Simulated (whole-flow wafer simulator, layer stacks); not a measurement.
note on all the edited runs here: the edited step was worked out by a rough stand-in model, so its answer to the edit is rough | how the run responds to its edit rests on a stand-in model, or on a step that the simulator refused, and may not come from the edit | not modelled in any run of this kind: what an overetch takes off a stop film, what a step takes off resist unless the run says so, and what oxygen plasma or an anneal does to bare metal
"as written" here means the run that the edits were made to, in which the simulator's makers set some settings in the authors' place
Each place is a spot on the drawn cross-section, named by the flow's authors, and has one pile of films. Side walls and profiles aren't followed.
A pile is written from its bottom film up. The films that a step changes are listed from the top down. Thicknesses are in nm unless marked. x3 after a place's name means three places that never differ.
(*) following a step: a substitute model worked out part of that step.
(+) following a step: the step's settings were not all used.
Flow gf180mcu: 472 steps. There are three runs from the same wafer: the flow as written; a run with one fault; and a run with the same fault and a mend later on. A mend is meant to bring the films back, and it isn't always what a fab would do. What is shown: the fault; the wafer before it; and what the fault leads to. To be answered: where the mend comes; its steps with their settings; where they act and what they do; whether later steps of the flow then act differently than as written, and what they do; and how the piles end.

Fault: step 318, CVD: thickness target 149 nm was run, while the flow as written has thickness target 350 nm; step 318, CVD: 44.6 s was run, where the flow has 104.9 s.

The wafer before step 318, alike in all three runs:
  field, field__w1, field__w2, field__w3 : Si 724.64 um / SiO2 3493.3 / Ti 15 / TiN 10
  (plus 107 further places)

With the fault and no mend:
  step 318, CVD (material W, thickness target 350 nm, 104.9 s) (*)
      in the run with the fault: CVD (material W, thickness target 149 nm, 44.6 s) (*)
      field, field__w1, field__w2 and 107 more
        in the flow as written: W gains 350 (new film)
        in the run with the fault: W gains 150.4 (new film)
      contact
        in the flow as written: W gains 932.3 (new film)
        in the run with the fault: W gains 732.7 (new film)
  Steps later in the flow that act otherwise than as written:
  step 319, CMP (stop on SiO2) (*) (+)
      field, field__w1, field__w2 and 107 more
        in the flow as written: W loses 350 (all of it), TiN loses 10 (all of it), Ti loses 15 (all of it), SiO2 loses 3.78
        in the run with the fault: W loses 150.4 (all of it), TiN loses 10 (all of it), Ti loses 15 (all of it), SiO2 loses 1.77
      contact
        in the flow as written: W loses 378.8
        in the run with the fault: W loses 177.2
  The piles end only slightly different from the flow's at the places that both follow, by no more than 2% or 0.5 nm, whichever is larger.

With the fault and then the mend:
  The mend follows step 318.
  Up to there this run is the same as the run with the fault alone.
  step 318a, CVD (material W, thickness target 201 nm, 60.27 s) (the flow's step 318 again, with other settings)
      field, field__w1, field__w2 and 108 more
        W gains 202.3
  None of the later steps of the flow differs from how it acts as written, at any place that is followed, by more than 2% or 0.5 nm, whichever is larger.
  The piles end only slightly different from the flow's at the places that both follow, by no more than 2% or 0.5 nm, whichever is larger.
